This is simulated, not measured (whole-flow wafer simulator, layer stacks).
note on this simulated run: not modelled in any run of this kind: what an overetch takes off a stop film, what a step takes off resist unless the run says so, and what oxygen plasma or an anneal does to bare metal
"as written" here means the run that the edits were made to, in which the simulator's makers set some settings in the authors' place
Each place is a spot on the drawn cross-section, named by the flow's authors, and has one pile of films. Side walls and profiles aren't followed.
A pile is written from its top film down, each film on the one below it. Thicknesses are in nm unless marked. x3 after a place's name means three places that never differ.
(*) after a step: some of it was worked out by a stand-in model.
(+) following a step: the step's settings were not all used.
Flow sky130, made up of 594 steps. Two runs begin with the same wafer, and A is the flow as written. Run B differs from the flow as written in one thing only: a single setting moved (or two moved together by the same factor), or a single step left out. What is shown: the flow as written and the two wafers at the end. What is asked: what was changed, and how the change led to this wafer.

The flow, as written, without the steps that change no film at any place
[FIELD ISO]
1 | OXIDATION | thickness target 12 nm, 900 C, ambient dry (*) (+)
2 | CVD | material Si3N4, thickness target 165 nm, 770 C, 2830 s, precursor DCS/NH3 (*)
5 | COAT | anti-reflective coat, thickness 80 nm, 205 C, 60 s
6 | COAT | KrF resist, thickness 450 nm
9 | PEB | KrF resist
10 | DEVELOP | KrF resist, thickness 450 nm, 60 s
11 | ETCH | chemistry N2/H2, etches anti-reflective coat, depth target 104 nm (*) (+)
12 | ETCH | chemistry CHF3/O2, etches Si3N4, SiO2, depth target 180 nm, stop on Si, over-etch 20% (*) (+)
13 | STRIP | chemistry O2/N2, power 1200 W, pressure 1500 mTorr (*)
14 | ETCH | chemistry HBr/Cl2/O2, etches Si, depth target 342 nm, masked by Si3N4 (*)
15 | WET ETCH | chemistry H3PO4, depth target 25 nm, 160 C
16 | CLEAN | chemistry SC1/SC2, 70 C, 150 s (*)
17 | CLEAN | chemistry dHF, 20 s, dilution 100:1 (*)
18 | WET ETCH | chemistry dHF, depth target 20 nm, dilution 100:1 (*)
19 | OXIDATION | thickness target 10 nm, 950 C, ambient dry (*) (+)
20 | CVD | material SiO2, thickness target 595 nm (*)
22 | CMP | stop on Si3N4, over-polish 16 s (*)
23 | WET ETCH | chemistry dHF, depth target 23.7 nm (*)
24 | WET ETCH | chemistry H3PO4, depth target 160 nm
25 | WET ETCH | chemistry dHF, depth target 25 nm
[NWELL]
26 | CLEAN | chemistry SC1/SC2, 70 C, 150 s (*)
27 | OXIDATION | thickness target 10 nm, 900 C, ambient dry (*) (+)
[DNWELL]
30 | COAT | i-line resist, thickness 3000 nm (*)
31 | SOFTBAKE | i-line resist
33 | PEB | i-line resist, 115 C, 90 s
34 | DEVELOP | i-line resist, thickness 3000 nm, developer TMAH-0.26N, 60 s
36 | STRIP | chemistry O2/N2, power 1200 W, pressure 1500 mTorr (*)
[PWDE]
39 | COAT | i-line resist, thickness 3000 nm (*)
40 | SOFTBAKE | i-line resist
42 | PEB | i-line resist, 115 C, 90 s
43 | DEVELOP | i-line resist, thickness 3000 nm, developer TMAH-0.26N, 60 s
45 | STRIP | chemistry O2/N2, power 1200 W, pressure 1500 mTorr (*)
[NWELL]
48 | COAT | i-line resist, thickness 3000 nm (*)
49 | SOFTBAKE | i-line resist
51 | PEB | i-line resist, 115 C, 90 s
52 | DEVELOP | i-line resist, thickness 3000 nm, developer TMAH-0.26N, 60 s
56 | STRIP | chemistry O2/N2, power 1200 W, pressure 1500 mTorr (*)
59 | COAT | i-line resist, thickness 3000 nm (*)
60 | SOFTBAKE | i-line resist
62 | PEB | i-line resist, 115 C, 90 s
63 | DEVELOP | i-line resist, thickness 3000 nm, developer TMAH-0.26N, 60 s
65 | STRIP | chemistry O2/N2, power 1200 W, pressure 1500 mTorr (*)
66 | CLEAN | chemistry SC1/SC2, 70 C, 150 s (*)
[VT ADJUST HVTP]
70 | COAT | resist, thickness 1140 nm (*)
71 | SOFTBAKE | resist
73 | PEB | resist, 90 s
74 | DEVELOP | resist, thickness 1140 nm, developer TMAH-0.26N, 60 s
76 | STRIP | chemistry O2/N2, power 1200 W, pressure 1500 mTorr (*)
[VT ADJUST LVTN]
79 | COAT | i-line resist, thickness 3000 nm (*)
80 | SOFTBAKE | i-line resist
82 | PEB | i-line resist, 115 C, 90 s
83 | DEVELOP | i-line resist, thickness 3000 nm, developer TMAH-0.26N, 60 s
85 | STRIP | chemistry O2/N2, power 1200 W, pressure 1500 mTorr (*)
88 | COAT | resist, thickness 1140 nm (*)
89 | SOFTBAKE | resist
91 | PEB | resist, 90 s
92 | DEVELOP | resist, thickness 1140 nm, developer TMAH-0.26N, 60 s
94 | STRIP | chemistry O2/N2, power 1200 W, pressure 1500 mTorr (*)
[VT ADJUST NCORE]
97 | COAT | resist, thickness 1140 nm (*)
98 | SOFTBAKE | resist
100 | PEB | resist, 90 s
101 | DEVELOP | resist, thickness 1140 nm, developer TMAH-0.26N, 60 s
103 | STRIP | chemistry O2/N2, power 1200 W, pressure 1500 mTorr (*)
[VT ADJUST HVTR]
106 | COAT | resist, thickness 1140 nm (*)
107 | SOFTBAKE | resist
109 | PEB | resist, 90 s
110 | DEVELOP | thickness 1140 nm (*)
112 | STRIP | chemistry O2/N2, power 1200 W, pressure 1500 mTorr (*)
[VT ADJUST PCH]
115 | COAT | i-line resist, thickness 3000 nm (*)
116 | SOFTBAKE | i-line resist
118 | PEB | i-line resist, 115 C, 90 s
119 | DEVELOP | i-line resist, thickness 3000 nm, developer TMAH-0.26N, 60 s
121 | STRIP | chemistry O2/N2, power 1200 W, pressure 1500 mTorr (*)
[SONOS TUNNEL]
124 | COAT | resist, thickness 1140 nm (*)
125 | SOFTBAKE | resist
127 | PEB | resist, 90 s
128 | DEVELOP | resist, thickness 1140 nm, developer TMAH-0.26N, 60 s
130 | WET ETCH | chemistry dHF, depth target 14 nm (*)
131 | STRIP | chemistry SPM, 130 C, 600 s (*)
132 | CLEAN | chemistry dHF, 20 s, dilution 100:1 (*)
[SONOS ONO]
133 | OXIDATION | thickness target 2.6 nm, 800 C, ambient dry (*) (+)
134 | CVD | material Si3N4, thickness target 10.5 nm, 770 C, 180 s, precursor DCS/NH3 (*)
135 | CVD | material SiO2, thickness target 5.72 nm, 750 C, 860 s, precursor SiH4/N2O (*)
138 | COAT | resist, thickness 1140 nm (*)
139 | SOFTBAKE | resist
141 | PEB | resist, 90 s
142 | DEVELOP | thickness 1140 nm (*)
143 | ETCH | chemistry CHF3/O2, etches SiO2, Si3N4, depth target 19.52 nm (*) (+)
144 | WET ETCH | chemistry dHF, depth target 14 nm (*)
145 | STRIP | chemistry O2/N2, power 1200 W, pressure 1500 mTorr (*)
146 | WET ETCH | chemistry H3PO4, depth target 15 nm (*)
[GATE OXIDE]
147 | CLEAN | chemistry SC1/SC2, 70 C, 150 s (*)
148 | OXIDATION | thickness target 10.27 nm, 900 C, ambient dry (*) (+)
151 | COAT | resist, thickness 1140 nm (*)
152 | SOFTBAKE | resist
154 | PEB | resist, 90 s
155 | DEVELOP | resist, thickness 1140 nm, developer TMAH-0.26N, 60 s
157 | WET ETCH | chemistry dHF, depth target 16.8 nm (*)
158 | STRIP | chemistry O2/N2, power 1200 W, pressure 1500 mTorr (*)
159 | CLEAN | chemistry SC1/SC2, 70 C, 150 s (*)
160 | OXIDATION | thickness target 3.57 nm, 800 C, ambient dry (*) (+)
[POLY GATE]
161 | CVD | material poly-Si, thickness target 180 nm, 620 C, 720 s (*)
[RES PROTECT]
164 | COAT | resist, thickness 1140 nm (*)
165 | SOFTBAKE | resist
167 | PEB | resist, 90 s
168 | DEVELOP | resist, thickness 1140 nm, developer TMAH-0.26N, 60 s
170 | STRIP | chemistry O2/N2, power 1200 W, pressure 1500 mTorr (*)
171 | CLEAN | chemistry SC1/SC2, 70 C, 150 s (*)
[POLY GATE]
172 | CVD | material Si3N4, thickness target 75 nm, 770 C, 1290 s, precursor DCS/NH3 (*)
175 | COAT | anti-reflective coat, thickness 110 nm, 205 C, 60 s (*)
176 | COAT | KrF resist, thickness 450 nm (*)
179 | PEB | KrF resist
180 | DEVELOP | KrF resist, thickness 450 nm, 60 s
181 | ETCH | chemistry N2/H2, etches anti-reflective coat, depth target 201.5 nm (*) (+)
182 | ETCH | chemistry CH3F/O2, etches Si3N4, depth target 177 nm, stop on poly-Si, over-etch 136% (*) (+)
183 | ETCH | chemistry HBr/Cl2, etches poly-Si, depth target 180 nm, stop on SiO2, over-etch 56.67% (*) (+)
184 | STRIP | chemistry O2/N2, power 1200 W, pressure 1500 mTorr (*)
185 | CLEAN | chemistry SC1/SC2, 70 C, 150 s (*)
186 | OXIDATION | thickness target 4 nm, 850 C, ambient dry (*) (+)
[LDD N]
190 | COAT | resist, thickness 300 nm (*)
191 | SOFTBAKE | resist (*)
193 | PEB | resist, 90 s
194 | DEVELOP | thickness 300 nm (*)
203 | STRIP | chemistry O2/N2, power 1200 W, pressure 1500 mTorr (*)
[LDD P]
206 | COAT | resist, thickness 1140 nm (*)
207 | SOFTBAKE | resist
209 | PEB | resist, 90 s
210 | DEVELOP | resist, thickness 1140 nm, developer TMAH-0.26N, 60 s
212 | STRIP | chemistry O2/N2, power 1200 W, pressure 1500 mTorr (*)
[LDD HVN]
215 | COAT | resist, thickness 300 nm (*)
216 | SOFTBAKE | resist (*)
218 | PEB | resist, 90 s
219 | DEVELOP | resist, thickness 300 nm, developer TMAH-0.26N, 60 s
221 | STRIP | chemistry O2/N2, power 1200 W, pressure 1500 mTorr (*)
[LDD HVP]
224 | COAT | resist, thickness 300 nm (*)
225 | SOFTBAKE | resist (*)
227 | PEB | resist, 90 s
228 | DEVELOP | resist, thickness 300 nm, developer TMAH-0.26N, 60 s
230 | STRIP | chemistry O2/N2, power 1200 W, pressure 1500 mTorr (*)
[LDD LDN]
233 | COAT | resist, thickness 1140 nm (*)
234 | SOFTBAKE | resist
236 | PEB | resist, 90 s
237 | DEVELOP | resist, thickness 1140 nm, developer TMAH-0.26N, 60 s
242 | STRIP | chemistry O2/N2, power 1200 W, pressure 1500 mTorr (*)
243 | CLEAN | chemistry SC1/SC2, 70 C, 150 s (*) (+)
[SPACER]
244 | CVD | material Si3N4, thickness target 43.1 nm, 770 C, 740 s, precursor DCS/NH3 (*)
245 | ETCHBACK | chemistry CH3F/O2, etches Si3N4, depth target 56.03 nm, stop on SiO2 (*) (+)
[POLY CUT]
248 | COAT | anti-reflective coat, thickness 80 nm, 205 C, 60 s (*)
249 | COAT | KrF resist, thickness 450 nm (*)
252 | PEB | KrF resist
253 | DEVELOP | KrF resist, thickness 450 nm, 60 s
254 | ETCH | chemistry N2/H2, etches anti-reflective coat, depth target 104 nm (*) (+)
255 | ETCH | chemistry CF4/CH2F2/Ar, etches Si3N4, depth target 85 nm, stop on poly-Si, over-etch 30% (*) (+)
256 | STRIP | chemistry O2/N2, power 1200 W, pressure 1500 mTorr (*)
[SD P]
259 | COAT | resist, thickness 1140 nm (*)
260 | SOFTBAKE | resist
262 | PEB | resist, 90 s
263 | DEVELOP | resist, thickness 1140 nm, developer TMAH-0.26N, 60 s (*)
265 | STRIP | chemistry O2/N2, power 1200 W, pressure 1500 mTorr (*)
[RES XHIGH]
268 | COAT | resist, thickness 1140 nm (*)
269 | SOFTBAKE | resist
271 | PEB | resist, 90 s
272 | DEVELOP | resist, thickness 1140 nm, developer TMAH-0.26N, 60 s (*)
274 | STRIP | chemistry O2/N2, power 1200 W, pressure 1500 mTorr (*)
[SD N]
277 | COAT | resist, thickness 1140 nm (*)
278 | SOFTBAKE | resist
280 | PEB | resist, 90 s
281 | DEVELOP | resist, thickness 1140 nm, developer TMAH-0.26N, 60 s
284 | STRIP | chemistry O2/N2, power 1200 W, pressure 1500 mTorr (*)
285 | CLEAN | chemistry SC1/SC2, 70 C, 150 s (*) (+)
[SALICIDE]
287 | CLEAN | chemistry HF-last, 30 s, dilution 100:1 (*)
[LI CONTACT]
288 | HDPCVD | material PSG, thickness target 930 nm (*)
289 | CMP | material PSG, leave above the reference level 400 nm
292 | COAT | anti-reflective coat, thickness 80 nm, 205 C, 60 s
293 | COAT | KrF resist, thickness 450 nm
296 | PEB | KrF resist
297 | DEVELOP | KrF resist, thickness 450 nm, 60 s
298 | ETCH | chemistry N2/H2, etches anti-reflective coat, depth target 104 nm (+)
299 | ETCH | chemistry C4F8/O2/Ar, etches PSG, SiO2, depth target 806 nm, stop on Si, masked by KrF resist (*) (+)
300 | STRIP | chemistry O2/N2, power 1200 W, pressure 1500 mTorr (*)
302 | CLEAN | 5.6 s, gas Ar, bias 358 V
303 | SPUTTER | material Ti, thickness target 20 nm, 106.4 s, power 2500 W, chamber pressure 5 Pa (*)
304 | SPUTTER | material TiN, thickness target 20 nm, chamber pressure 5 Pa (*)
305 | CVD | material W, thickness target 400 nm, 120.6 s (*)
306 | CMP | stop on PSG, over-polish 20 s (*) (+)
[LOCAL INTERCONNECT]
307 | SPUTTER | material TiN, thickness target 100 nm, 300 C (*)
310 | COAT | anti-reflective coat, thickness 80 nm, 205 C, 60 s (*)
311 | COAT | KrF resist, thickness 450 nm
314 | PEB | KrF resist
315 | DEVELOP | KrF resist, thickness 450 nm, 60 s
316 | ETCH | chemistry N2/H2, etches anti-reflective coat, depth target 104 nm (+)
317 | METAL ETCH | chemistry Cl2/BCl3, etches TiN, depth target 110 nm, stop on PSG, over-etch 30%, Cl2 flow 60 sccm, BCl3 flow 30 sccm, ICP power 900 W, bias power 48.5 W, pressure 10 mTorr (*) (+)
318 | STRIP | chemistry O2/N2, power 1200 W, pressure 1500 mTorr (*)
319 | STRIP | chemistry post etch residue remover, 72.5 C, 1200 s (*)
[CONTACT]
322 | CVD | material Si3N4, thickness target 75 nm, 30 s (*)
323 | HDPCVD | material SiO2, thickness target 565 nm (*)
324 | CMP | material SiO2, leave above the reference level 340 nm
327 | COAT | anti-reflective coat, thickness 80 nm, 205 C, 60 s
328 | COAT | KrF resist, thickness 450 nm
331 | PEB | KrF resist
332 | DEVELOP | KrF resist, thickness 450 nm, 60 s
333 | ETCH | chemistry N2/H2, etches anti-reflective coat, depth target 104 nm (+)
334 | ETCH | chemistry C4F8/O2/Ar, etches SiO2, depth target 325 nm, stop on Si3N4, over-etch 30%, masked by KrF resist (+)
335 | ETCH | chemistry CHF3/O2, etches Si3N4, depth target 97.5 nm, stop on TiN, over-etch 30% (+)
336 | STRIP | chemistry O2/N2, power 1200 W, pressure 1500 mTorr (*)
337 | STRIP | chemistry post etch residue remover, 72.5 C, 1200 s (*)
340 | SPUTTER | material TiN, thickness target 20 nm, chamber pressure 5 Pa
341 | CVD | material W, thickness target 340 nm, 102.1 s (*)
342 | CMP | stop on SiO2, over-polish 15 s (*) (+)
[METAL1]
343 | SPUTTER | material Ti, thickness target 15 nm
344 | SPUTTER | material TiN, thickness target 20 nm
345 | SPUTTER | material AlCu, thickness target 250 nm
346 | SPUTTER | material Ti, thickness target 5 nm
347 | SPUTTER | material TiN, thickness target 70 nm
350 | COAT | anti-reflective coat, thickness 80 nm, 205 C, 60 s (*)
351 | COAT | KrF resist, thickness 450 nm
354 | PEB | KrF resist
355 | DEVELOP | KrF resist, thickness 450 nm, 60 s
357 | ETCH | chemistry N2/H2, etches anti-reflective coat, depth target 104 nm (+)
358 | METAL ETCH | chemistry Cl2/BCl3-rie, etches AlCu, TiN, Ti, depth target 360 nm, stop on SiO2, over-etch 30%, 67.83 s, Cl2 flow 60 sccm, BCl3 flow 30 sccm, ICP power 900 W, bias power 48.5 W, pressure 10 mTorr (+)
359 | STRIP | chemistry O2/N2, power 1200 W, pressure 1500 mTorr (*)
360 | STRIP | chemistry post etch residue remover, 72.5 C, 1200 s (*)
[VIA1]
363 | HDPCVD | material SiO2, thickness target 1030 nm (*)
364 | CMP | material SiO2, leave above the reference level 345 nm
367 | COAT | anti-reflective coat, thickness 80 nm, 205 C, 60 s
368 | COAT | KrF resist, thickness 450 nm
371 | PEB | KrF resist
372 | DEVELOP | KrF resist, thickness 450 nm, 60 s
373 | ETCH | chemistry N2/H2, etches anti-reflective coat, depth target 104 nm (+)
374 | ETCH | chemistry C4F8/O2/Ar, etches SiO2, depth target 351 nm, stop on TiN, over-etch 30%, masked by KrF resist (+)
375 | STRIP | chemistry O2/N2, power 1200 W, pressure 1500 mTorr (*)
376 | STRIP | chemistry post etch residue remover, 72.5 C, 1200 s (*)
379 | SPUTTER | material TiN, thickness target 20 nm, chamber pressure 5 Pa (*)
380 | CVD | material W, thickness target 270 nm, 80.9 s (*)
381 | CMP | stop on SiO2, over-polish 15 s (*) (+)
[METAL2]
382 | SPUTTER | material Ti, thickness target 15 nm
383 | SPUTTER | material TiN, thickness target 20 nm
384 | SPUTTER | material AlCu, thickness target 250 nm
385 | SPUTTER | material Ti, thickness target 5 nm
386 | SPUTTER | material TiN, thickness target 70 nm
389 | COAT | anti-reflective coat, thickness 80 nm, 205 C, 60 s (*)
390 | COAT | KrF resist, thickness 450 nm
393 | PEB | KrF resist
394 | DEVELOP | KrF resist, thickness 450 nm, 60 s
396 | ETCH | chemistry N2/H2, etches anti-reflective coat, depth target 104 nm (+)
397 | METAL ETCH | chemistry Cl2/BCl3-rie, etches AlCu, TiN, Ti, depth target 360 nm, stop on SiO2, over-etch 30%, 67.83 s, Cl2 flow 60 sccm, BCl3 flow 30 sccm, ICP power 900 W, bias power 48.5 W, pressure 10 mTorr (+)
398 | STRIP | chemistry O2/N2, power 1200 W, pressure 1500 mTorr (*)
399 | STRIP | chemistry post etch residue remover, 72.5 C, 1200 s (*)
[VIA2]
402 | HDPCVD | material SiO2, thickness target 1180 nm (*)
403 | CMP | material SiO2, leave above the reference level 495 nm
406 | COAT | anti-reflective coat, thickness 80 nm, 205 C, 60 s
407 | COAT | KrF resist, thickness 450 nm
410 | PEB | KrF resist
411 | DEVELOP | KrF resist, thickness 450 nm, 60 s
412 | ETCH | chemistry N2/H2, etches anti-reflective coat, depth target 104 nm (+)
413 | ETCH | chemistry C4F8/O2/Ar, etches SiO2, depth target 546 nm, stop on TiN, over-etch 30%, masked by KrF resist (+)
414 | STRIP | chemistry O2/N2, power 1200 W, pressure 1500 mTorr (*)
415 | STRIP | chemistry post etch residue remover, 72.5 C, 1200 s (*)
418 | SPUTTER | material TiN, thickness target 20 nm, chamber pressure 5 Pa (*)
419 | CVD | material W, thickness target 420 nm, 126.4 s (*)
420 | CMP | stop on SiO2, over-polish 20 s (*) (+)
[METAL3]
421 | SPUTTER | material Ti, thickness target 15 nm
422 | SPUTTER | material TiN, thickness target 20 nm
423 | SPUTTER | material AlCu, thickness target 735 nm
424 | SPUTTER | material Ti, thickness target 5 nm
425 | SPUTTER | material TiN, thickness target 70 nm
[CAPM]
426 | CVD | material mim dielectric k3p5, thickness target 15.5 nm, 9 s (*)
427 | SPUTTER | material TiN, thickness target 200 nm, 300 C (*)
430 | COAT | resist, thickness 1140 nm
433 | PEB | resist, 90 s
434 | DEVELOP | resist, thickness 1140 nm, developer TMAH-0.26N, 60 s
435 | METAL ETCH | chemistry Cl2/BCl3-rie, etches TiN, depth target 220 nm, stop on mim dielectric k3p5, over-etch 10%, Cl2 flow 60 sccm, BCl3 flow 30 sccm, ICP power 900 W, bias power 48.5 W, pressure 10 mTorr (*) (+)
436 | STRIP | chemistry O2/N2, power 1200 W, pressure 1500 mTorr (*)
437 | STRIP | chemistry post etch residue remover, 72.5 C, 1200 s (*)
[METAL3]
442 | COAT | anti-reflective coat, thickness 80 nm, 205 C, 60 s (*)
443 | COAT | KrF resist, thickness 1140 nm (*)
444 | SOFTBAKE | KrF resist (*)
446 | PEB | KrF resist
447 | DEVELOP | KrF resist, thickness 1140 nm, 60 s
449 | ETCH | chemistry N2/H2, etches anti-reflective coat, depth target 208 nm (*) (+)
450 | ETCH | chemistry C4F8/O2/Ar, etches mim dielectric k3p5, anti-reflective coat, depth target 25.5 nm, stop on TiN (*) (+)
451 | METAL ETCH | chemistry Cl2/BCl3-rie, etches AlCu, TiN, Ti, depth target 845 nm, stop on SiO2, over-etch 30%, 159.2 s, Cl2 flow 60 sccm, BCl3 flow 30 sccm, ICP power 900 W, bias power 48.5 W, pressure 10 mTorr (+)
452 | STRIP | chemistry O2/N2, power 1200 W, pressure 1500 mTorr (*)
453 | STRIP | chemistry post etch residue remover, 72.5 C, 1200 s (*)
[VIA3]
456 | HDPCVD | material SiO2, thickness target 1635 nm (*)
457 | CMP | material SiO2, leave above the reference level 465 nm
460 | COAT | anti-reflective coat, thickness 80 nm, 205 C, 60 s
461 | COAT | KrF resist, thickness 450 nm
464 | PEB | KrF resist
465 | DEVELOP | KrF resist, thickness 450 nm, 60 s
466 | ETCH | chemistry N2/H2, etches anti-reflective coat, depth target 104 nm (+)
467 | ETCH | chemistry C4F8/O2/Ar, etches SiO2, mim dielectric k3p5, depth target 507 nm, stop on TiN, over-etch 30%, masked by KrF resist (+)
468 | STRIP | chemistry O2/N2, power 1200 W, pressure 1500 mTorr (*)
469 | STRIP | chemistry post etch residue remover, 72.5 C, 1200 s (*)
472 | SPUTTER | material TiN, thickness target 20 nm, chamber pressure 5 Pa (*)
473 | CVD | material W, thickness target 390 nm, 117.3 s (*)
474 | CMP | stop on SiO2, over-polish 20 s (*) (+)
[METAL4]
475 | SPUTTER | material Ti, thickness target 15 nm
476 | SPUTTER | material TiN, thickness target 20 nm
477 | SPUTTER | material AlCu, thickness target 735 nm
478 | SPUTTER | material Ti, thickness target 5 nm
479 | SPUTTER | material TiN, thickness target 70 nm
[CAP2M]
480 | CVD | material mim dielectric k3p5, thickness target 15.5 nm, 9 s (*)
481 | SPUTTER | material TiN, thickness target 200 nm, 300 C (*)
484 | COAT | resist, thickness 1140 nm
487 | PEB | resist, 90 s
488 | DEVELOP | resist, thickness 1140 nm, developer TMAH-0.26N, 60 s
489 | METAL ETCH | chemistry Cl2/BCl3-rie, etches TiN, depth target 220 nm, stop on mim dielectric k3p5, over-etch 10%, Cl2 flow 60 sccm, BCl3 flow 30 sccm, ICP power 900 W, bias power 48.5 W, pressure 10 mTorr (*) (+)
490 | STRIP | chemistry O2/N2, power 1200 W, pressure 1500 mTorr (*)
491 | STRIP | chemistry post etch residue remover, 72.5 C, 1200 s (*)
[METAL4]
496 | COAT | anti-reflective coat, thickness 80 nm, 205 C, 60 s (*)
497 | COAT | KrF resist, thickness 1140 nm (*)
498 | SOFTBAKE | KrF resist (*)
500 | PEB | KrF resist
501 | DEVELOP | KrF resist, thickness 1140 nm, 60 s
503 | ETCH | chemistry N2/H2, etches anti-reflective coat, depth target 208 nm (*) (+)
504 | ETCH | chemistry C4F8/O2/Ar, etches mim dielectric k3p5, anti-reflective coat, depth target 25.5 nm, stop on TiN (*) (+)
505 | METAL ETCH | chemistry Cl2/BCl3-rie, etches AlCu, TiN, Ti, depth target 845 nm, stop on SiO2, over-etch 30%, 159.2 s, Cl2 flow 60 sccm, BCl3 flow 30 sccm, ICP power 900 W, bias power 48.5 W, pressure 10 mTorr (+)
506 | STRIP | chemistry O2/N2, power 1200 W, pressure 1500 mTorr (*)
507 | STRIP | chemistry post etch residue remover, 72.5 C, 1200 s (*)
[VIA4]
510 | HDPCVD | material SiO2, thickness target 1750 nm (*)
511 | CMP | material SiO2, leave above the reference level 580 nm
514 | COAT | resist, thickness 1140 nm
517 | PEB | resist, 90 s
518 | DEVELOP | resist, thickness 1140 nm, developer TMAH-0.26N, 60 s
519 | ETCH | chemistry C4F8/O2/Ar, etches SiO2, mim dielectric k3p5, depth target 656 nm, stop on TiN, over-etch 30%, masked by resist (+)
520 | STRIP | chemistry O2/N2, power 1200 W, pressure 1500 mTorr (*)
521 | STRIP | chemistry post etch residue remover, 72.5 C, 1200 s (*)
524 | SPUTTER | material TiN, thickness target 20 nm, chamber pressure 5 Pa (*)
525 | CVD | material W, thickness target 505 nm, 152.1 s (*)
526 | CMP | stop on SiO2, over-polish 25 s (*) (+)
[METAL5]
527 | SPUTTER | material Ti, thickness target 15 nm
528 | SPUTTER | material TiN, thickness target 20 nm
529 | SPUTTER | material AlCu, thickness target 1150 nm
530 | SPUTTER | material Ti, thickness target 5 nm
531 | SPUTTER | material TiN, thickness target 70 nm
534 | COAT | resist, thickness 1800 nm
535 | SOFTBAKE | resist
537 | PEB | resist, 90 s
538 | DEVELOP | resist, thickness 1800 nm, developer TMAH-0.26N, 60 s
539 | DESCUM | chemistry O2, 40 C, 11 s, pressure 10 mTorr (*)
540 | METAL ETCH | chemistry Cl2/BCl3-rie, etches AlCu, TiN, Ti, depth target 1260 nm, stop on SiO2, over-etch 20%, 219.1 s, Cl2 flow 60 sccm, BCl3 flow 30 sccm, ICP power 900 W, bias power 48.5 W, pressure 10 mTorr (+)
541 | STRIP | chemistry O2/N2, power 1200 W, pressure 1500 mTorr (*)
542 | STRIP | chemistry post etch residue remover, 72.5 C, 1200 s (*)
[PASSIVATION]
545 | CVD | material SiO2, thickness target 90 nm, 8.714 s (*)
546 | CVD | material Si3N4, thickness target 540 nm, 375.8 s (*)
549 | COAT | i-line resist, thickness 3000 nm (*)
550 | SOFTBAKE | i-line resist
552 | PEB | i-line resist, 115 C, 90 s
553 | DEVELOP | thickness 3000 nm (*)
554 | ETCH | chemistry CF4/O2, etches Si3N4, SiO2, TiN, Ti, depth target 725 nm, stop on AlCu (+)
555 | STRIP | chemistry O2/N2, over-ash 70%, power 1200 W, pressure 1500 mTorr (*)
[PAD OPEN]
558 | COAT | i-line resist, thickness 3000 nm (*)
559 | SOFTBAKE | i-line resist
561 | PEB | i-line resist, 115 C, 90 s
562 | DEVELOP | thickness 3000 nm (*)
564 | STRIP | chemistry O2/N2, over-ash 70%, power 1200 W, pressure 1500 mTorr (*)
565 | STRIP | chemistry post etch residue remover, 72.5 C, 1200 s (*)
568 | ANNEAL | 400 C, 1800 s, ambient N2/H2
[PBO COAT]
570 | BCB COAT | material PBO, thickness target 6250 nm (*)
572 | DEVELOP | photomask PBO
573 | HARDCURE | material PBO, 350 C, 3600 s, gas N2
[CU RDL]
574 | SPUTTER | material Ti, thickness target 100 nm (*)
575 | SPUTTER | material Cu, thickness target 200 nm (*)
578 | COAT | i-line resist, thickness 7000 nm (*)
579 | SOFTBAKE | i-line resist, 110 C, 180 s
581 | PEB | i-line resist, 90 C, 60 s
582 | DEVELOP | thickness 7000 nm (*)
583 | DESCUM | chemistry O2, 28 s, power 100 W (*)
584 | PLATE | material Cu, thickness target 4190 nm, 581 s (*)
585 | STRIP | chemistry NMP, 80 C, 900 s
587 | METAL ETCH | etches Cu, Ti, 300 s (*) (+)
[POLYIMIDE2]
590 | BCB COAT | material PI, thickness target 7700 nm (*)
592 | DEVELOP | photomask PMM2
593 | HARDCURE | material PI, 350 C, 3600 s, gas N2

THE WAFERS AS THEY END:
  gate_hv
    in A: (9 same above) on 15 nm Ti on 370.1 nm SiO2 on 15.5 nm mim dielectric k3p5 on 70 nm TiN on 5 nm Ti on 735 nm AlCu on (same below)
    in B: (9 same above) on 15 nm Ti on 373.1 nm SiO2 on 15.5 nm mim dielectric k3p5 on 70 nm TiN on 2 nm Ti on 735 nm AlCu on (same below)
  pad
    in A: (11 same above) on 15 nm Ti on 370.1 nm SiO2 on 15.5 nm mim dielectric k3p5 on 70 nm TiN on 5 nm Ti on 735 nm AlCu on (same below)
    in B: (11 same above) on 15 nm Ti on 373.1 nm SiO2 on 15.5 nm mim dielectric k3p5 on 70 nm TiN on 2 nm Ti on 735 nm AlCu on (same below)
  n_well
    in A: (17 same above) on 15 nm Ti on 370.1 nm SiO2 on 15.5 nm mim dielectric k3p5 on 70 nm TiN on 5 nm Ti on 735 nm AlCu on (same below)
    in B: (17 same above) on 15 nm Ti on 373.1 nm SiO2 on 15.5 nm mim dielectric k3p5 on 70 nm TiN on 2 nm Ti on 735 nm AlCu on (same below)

What caused this: step 424, SPUTTER: thickness target 2 nm was run, whereas the flow has thickness target 5 nm.
The wafer lets one read it off: gate_hv has Ti 2, and step 424 as written asks for 5 nm.

Step by step, how the change led to this:
  424 | SPUTTER | material Ti, thickness target 5 nm
      field, active, n_well and 188 more: A +5 Ti (new film) | B +2 Ti (new film)
  451 | METAL ETCH | chemistry Cl2/BCl3-rie, etches AlCu, TiN, Ti, depth target 845 nm, stop on SiO2, over-etch 30%, 159.2 s, Cl2 flow 60 sccm, BCl3 flow 30 sccm, ICP power 900 W, bias power 48.5 W, pressure 10 mTorr (+)
      field, active, gate and 62 more: A -70 TiN (all of it), -5 Ti (all of it), -735 AlCu (all of it), -20 TiN (all of it), -15 Ti (all of it), -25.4 SiO2 | B -70 TiN (all of it), -2 Ti (all of it), -735 AlCu (all of it), -20 TiN (all of it), -15 Ti (all of it), -25.6 SiO2
      vpp_ln, vpp_iso2, ndiff_ln, ndiff_cd, via1_hole, via1_enc, via_li1, m2_ln_cd: A -70 TiN (all of it), -5 Ti (all of it), -735 AlCu (all of it), -20 TiN (all of it), -15 Ti (all of it), -25.3 SiO2 | B -70 TiN (all of it), -2 Ti (all of it), -735 AlCu (all of it), -20 TiN (all of it), -15 Ti (all of it), -25.6 SiO2
      (also at 12 further places)
